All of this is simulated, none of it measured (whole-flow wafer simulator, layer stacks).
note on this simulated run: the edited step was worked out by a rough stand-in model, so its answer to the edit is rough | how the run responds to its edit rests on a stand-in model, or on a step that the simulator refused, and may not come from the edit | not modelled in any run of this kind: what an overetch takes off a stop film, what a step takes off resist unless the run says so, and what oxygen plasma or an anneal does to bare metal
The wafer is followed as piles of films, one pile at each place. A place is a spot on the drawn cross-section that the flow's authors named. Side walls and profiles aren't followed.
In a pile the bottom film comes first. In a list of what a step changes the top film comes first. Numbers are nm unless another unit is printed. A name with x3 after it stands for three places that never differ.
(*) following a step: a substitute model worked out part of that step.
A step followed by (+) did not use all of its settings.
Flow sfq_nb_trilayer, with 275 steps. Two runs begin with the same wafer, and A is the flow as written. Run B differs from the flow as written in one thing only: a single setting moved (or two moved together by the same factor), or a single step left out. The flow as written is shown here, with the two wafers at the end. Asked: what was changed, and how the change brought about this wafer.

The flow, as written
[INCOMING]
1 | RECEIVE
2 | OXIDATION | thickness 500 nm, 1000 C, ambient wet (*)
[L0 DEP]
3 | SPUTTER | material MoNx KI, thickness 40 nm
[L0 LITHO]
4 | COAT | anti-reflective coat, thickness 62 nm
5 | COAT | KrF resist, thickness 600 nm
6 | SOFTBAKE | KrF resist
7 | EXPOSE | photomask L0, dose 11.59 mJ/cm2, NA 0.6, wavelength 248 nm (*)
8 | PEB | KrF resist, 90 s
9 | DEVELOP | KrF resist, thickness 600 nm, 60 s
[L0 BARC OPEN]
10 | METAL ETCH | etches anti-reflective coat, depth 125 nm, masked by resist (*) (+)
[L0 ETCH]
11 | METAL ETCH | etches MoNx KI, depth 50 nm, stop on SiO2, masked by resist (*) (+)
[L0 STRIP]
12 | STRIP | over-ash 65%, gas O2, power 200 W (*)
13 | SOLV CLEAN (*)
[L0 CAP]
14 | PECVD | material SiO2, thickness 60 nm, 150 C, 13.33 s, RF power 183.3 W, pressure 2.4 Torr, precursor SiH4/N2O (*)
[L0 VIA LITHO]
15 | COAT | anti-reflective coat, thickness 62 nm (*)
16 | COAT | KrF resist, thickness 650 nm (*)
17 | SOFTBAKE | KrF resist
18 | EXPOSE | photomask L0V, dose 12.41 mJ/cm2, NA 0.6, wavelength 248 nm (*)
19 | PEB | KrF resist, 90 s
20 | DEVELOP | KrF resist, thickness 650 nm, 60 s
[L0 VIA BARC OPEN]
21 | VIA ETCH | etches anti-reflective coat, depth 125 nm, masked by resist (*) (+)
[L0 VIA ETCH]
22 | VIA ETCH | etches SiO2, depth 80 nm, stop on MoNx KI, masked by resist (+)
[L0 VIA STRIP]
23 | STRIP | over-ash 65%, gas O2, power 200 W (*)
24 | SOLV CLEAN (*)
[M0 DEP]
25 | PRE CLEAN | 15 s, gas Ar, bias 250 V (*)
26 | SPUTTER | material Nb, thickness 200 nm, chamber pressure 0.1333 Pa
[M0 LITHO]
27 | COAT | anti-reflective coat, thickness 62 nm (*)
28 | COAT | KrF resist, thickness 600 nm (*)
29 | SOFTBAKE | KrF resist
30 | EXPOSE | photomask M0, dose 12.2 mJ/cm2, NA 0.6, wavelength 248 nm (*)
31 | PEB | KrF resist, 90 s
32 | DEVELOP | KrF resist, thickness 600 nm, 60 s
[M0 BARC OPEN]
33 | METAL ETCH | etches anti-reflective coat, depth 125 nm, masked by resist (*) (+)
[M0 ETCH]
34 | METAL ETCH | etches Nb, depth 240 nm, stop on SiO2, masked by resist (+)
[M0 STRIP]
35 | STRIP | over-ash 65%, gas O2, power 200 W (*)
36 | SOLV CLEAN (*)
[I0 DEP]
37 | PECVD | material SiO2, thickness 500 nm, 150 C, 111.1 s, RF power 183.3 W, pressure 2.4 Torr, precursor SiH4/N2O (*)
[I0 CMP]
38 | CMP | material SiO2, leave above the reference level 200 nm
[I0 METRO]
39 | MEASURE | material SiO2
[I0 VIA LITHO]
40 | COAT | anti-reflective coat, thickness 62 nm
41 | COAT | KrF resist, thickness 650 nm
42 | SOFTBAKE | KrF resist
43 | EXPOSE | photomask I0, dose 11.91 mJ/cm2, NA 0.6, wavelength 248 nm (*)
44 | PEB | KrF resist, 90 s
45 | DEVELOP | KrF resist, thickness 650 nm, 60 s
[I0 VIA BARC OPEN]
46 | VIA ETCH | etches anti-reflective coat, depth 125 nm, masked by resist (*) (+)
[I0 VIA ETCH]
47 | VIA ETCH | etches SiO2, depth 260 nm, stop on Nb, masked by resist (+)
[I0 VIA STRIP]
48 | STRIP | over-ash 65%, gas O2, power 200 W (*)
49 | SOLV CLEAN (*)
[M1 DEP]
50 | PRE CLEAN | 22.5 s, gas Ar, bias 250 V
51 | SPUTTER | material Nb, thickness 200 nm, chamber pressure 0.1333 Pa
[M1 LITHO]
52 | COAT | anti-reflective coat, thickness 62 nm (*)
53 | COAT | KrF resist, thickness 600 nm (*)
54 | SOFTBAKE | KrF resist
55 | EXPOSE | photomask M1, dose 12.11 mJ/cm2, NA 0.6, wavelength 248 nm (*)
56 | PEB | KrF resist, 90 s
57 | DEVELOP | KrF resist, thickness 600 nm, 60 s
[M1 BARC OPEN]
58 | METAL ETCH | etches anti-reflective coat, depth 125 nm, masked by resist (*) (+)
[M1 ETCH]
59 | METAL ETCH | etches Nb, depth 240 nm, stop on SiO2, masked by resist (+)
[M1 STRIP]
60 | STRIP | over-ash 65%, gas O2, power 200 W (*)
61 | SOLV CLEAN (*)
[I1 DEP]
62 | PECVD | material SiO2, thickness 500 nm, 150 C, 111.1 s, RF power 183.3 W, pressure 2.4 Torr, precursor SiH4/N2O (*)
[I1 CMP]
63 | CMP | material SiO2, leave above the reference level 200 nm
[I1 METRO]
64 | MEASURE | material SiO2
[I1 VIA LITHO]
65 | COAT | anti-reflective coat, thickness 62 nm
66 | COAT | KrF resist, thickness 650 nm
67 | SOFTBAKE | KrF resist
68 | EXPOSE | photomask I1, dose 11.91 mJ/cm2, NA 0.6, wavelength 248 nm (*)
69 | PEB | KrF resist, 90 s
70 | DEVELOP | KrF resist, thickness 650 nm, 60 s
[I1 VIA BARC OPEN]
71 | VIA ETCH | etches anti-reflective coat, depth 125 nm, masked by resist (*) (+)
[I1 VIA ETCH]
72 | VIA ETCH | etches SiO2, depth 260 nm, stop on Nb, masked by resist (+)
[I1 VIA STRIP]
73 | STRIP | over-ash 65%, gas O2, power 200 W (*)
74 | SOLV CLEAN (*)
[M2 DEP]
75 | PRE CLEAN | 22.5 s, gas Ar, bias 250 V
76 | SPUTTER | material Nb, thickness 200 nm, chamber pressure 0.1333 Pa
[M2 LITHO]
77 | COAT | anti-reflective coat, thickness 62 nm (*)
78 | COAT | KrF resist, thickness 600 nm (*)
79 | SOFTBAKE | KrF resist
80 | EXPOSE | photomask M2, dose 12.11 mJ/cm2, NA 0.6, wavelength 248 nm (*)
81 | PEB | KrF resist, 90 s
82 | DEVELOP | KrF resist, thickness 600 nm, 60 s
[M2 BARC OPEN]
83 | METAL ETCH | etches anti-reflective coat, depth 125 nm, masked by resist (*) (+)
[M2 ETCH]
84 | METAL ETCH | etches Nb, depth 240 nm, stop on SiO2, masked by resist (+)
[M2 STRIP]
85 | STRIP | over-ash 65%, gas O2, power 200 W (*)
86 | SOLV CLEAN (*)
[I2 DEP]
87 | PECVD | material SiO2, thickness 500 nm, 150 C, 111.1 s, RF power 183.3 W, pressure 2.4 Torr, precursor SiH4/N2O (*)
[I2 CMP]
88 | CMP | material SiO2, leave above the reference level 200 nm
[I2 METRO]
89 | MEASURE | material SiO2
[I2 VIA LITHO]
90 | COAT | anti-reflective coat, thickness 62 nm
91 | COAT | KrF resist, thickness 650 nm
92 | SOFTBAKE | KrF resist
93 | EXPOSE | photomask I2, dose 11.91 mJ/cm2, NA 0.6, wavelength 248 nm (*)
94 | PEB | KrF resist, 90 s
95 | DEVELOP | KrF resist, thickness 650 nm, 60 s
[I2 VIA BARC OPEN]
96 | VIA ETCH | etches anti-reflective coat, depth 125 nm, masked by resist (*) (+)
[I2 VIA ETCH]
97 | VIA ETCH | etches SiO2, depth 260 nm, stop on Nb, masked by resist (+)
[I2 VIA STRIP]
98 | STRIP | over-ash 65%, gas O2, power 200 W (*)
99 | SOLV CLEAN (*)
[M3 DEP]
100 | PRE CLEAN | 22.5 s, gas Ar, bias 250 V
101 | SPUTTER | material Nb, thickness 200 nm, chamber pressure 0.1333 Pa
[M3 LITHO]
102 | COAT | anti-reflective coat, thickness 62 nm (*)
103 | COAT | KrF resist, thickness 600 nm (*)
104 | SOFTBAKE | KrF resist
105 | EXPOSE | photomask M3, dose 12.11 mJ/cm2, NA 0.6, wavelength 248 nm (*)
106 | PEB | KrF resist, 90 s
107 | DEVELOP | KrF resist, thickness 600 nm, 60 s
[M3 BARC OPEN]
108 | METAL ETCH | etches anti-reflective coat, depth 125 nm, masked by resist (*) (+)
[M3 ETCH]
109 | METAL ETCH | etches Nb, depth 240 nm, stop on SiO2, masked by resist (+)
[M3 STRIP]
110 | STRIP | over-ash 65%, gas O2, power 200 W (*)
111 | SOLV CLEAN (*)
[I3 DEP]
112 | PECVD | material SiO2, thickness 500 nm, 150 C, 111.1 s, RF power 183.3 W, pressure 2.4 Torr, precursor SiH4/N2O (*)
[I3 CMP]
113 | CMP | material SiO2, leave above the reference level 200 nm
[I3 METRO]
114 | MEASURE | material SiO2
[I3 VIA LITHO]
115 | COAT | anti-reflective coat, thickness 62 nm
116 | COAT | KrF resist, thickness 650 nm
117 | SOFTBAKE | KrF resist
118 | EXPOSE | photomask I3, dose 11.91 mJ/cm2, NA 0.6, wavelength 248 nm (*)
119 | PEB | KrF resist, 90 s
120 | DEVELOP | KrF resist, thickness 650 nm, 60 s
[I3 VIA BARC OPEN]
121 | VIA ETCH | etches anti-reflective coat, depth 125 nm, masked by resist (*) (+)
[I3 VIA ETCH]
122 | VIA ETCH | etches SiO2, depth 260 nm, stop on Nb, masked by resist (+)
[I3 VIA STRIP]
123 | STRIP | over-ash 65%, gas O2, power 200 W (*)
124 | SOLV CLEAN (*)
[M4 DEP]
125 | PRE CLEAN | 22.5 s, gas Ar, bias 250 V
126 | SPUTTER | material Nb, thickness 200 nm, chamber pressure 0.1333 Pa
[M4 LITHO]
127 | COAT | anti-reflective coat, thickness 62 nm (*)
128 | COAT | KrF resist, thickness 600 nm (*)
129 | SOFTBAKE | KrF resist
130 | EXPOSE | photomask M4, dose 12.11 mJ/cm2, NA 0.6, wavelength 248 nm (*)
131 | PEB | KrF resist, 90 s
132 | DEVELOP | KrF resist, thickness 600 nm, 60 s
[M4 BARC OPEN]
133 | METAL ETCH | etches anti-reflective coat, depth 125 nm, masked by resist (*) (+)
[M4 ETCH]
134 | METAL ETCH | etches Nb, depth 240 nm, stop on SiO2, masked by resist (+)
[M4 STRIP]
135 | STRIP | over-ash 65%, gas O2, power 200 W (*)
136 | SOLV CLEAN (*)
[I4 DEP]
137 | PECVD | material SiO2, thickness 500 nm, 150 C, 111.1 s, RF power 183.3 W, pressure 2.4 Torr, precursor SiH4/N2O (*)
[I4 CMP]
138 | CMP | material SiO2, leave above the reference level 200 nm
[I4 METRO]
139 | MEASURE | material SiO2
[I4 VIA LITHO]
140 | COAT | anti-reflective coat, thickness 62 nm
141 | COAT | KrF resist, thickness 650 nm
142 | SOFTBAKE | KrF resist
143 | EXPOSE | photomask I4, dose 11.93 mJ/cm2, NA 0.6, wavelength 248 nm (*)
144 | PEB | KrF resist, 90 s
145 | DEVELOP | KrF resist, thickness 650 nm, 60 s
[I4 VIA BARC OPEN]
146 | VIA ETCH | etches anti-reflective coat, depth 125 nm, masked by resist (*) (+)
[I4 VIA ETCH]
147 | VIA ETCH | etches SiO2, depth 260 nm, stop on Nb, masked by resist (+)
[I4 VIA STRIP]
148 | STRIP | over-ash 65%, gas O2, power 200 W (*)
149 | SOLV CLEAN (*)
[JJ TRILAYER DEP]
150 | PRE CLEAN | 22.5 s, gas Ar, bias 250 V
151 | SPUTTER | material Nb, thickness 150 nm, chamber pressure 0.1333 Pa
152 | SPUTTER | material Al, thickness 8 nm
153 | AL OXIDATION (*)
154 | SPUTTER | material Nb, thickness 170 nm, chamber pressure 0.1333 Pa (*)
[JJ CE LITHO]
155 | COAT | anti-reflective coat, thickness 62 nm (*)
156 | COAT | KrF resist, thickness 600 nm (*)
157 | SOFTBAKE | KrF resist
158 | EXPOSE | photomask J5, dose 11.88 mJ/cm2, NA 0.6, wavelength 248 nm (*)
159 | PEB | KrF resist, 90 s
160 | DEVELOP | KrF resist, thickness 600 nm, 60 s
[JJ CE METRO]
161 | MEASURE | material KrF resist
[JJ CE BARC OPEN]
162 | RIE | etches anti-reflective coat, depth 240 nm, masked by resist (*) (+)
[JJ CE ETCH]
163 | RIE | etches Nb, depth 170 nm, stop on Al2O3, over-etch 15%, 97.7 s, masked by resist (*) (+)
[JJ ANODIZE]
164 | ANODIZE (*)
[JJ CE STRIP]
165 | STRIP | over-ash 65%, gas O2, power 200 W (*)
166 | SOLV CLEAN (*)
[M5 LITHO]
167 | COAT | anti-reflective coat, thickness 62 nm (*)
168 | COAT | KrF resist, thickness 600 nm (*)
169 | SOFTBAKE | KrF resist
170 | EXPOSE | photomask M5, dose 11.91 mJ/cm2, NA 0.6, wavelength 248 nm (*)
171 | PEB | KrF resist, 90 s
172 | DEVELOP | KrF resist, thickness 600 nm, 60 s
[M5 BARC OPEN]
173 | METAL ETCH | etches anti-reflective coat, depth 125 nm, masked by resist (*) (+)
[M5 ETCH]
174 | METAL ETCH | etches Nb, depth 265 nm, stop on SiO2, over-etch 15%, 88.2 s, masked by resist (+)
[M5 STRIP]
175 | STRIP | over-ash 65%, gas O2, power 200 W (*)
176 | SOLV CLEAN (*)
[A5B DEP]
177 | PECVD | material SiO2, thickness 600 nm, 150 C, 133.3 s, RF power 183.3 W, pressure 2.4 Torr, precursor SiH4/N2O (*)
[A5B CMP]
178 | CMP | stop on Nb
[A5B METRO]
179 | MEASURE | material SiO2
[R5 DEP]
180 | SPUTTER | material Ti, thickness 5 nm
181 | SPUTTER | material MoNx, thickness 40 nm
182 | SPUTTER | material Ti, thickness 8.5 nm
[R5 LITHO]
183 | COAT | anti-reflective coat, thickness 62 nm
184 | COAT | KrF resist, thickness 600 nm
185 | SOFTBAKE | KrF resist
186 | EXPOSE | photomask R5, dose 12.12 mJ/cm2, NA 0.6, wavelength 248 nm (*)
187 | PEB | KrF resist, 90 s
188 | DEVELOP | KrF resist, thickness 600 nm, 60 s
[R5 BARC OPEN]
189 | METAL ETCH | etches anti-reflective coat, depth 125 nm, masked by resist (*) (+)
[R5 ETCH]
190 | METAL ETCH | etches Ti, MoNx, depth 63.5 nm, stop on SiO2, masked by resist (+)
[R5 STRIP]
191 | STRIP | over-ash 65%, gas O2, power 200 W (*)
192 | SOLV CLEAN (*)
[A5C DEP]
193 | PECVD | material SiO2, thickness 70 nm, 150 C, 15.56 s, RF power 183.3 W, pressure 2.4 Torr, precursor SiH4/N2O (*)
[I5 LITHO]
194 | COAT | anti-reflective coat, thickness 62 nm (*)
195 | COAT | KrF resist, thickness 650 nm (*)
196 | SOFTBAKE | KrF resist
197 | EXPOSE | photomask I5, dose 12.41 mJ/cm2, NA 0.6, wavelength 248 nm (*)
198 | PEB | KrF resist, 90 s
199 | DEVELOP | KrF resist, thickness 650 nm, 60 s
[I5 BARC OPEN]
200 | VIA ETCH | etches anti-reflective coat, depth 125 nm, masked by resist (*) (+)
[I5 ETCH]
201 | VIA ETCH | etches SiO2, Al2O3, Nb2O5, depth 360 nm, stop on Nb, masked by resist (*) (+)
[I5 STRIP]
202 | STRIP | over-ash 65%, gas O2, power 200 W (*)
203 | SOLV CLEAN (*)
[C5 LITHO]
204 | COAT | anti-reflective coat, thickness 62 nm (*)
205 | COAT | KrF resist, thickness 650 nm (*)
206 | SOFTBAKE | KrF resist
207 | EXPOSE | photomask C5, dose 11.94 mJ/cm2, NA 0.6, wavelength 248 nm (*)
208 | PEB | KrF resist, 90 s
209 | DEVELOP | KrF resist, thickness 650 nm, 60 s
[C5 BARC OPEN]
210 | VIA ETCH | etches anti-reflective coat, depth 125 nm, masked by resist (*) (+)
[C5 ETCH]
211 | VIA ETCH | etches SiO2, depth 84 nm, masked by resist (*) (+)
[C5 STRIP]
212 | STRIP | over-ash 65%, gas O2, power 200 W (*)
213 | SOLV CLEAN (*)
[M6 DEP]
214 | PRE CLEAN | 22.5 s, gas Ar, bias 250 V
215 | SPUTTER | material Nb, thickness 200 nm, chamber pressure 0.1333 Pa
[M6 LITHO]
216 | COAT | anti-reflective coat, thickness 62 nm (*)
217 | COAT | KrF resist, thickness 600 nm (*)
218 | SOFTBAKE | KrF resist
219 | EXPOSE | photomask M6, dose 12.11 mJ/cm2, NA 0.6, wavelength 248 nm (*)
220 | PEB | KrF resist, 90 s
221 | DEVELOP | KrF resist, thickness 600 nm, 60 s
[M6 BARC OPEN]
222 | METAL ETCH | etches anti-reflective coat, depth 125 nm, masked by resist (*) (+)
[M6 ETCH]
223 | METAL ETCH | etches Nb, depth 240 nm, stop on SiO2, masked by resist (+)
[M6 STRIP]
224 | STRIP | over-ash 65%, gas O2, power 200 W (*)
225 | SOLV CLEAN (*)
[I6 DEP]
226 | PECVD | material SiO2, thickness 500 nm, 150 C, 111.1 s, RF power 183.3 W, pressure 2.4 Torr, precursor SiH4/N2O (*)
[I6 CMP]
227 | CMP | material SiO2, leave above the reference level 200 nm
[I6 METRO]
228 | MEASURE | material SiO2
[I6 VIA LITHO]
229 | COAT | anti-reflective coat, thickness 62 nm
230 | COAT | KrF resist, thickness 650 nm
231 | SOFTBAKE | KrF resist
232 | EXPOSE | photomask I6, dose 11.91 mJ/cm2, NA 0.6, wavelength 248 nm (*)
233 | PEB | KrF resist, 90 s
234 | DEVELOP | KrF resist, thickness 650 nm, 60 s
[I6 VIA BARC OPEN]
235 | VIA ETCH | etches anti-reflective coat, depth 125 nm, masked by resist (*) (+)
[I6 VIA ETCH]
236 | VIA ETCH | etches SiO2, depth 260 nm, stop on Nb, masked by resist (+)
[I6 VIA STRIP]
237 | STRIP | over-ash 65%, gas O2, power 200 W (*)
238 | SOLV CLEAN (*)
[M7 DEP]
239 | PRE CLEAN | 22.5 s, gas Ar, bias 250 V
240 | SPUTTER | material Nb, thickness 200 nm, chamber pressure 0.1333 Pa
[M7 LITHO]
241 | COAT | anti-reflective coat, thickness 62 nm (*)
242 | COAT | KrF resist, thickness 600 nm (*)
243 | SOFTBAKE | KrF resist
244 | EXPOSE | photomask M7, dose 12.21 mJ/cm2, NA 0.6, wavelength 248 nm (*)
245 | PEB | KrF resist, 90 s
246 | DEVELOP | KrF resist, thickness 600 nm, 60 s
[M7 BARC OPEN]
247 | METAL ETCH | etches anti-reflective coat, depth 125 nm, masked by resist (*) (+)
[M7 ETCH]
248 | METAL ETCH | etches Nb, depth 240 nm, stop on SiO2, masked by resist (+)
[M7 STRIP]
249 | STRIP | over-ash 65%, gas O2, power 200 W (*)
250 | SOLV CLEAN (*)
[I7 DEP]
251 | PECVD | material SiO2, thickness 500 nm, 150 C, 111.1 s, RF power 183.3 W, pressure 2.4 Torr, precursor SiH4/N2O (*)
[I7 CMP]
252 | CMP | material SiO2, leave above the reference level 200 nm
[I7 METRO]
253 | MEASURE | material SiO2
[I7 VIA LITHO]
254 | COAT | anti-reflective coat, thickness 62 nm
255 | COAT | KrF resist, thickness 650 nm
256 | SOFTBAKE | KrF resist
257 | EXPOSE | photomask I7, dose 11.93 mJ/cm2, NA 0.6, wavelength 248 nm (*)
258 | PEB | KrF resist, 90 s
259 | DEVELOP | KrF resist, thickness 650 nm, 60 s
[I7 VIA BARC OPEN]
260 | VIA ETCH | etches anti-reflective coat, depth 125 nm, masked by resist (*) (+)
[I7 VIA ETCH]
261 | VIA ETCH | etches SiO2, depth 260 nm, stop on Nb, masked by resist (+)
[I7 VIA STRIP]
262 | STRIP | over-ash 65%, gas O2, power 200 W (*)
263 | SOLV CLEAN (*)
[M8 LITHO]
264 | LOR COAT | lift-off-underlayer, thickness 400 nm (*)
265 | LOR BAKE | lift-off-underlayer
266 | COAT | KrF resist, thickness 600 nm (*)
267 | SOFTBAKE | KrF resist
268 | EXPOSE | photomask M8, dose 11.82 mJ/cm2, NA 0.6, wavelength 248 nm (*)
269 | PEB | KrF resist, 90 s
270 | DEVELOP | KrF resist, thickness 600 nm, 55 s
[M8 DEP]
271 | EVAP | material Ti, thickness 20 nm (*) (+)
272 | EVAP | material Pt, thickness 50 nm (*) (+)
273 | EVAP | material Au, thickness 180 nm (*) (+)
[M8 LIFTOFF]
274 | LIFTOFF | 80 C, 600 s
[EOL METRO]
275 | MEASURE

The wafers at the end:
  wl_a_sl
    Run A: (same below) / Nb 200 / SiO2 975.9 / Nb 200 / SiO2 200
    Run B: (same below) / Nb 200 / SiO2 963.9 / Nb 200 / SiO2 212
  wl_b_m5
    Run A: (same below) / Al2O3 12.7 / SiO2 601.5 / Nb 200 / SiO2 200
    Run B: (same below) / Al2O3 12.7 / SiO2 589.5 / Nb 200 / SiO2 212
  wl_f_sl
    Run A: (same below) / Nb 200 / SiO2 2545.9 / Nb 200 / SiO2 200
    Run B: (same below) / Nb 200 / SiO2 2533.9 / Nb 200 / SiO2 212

What caused this: step 226, PECVD: thickness 388 nm was run, while the flow as written has thickness 500 nm; step 226, PECVD: 86.11 s was run, where the flow has 111.1 s.

The path from the change to this, step by step:
  226 | PECVD | material SiO2, thickness 500 nm, 150 C, 111.1 s, RF power 183.3 W, pressure 2.4 Torr, precursor SiH4/N2O (*)
      field_l, p4_fl, p4_fm and 62 more: A +500 SiO2 | B +388 SiO2
      v_sur, via_wl, via_w and 21 more: A +500 SiO2 (new film) | B +388 SiO2 (new film)
      (as well as at 17 more places)
  227 | CMP | material SiO2, leave above the reference level 200 nm
      field_l, p4_fl, p4_fm and 59 more: A -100 SiO2 | B nothing
      moat, field_r, lsp_l, ln_m5, lsp_m: A -93.6 SiO2 | B nothing
      (as well as at 39 more places)
  229 | COAT | anti-reflective coat, thickness 62 nm
      field_l, wl_a_sr, m0r_space_l, m0r_space_r, m7r_space_l, m7r_space_r: A +62 anti-reflective coat (new film) | B +63.7 anti-reflective coat (new film)
      r5r_space_c, m6r_space_l, m6r_space_r, m8r_pad_l, m8r_pad_r: A +62 anti-reflective coat (new film) | B +65.7 anti-reflective coat (new film)
      (as well as at 29 more places)
  230 | COAT | KrF resist, thickness 650 nm
      be: A +650 KrF resist (new film) | B +776.8 KrF resist (new film)
      be_sur: A +650 KrF resist (new film) | B +636 KrF resist (new film)
  235 | VIA ETCH | etches anti-reflective coat, depth 125 nm, masked by resist (*) (+)
      field_l, v_sur, via_wl and 102 more: A -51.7 KrF resist | B -50.5 KrF resist
      via_v: A -62 anti-reflective coat (all of it), -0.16 SiO2 | B -60.6 anti-reflective coat (all of it), -0.15 SiO2
  237 | STRIP | over-ash 65%, gas O2, power 200 W (*)
      m0r_space_l, m0r_space_r, m7r_space_l, m7r_space_r: A -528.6 KrF resist (all of it), -62 anti-reflective coat (all of it) | B -531 KrF resist (all of it), -63.7 anti-reflective coat (all of it)
      wl_c_sl, wl_c_sr, wl_f_sl: A -528.6 KrF resist (all of it), -62 anti-reflective coat (all of it) | B -530.6 KrF resist (all of it), -63.6 anti-reflective coat (all of it)
      (as well as at 32 more places)
  240 | SPUTTER | material Nb, thickness 200 nm, chamber pressure 0.1333 Pa
      be: A +200 Nb (new film) | B +149.4 Nb (new film)
  241 | COAT | anti-reflective coat, thickness 62 nm (*)
      wl_c_sr, wl_f_sl, wl_f_sr, m0r_space_l, m0r_space_r, m7r_space_l, m7r_space_r: A +62 anti-reflective coat (new film) | B +63.5 anti-reflective coat (new film)
      m6r_space_l, m6r_space_r, m8r_pad_l, m8r_pad_r: A +62 anti-reflective coat (new film) | B +65.2 anti-reflective coat (new film)
      (as well as at 27 more places)
  242 | COAT | KrF resist, thickness 600 nm (*)
      wire: A +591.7 KrF resist (new film) | B +573.1 KrF resist (new film)
      be: A +592.4 KrF resist (new film) | B +730.5 KrF resist (new film)
      (as well as at 1 more place)
  247 | METAL ETCH | etches anti-reflective coat, depth 125 nm, masked by resist (*) (+)
      wl_c_sr, m0r_space_l, m0r_space_r, m7r_space_l, m7r_space_r: A -62 anti-reflective coat (all of it) | B -63.5 anti-reflective coat (all of it)
      m6r_space_l, m6r_space_r, m8r_pad_l, m8r_pad_r: A -62 anti-reflective coat (all of it) | B -65.2 anti-reflective coat (all of it)
      (as well as at 11 more places)
  249 | STRIP | over-ash 65%, gas O2, power 200 W (*)
      v_sur: A -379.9 KrF resist (all of it), -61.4 anti-reflective coat (all of it) | B -375.2 KrF resist (all of it), -58.3 anti-reflective coat (all of it)
      wire: A -374.1 KrF resist (all of it), -50.3 anti-reflective coat (all of it) | B -355.4 KrF resist (all of it), -45.8 anti-reflective coat (all of it)
      (as well as at 18 more places)
  251 | PECVD | material SiO2, thickness 500 nm, 150 C, 111.1 s, RF power 183.3 W, pressure 2.4 Torr, precursor SiH4/N2O (*)
      be: A +500 SiO2 (new film) | B +656.8 SiO2 (new film)
  252 | CMP | material SiO2, leave above the reference level 200 nm
      field_l, p4_fl, p4_fm and 48 more: A -100 SiO2 | B -88 SiO2
      wl_a_sl, wl_a_sr, wl_b_sl and 9 more: A -300 SiO2 | B -288 SiO2
      (as well as at 12 more places)
